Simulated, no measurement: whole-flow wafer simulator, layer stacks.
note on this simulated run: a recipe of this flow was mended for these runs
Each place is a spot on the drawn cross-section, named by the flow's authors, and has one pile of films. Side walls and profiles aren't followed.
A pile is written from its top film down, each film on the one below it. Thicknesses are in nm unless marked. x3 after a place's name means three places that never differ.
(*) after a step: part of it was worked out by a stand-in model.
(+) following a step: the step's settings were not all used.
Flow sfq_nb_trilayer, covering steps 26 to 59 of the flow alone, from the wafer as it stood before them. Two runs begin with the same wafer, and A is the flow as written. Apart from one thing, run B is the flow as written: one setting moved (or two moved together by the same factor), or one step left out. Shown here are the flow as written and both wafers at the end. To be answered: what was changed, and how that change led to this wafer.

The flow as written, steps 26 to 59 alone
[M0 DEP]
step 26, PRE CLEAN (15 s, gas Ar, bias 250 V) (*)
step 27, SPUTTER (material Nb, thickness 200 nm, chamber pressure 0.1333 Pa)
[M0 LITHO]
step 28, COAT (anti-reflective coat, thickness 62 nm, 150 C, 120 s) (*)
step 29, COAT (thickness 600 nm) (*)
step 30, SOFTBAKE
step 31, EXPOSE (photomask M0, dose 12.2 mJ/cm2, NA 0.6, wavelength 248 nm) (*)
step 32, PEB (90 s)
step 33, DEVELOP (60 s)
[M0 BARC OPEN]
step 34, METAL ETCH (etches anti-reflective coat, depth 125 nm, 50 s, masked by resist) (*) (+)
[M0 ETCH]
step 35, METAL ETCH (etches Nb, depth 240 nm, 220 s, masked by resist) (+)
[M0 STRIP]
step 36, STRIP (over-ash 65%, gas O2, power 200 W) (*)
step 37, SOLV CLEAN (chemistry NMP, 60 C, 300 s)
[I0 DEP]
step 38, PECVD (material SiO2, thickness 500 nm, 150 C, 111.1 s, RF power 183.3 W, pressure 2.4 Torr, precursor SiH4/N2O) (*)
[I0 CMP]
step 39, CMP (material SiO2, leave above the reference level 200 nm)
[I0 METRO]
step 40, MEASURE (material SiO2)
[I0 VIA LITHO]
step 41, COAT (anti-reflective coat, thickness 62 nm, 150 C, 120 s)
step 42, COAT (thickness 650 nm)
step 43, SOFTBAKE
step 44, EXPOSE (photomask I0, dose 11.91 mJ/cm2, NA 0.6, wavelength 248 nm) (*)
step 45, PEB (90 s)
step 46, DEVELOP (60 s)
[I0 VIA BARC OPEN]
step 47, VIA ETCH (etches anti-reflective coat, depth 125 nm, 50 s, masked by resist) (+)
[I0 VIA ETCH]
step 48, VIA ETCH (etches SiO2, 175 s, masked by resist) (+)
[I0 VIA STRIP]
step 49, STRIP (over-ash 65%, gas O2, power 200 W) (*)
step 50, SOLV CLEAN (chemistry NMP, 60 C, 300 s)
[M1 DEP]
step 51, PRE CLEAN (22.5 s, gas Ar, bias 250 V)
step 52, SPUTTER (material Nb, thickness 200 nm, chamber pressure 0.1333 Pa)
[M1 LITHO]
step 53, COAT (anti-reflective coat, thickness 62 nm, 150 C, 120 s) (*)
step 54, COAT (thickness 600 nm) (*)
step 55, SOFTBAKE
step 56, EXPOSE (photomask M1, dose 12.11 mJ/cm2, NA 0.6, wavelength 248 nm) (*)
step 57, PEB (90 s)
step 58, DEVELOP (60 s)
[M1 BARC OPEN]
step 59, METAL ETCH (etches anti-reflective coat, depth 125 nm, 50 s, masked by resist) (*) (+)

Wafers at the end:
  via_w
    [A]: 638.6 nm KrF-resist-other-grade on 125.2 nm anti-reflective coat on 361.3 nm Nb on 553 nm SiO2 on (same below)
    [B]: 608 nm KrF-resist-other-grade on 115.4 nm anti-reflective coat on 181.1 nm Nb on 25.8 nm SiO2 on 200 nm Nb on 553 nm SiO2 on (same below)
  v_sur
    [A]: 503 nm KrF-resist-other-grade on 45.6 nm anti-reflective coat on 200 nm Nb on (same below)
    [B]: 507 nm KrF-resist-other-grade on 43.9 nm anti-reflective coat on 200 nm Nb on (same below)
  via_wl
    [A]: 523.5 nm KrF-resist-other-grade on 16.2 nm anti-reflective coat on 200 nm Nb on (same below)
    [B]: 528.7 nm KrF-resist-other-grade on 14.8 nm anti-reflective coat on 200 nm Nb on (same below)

What caused this: step 48, VIA ETCH: 112 s was run, while the flow as written has 175 s.

How this came from the change, step by step:
  step 48, VIA ETCH (etches SiO2, 175 s, masked by resist) (+)
      via_w: A -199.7 SiO2 (all of it), -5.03 Nb | B -166.4 SiO2
      field_l, v_sur, via_wl and 102 more: A -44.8 KrF-resist-other-grade | B -28.7 KrF-resist-other-grade
  step 49, STRIP (over-ash 65%, gas O2, power 200 W) (*)
      field_l, v_sur, via_wl and 102 more: A -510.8 KrF-resist-other-grade (all of it), -62 anti-reflective coat (all of it) | B -527 KrF-resist-other-grade (all of it), -62 anti-reflective coat (all of it)
  step 51, PRE CLEAN (22.5 s, gas Ar, bias 250 V)
      via_w: A -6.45 Nb | B -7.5 SiO2
  step 52, SPUTTER (material Nb, thickness 200 nm, chamber pressure 0.1333 Pa)
      via_w: A +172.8 Nb | B +181.1 Nb (new film)
  step 53, COAT (anti-reflective coat, thickness 62 nm, 150 C, 120 s) (*)
      v_sur: A +45.6 anti-reflective coat (new film) | B +43.9 anti-reflective coat (new film)
      via_wl: A +16.2 anti-reflective coat (new film) | B +14.8 anti-reflective coat (new film)
      (as well as at 2 more places)
  step 54, COAT (thickness 600 nm) (*)
      via_w: A +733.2 KrF-resist-other-grade (new film) | B +702.5 KrF-resist-other-grade (new film)
If metal films that touch count as one body, via_w has 2 bodies (between them, from the top down: SiO2 25.8); the flow as written gives 1 body.
